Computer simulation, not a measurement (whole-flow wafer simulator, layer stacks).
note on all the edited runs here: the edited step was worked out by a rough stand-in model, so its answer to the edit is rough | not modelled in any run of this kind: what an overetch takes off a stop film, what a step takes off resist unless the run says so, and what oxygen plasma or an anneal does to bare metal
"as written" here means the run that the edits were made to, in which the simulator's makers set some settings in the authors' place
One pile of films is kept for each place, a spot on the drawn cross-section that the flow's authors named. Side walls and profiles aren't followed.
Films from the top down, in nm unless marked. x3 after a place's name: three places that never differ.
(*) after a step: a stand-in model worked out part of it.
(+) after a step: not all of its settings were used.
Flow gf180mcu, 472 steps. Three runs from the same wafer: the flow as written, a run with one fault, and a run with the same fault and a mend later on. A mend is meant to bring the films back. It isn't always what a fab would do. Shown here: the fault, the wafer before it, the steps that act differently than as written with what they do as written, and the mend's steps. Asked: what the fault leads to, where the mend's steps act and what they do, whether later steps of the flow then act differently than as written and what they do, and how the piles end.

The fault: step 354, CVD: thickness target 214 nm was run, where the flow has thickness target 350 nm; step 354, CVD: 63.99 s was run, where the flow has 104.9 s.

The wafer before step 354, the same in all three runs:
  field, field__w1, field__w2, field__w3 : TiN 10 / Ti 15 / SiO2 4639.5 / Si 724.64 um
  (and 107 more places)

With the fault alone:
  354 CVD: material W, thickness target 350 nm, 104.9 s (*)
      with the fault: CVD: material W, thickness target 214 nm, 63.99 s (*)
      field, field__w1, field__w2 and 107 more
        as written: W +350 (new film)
        with the fault: W +214.7 (new film)
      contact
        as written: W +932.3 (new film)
        with the fault: W +796.9 (new film)
  Later steps of the flow that act differently than as written:
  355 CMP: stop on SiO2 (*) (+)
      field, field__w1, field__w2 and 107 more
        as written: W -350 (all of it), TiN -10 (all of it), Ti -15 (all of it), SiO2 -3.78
        with the fault: W -214.7 (all of it), TiN -10 (all of it), Ti -15 (all of it), SiO2 -2.42
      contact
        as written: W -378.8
        with the fault: W -242.1
  At the end the piles differ from the flow's only slightly at the places that both follow, by at most 2% or 0.5 nm, whichever is larger.

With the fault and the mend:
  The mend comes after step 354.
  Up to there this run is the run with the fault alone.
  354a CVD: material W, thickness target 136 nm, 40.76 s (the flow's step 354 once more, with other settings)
      field, field__w1, field__w2 and 108 more
        W +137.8
  No later step of the flow acts differently than as written, at any place that is followed, by more than 2% or 0.5 nm, whichever is larger.
  At the end the piles differ from the flow's only slightly at the places that both follow, by at most 2% or 0.5 nm, whichever is larger.
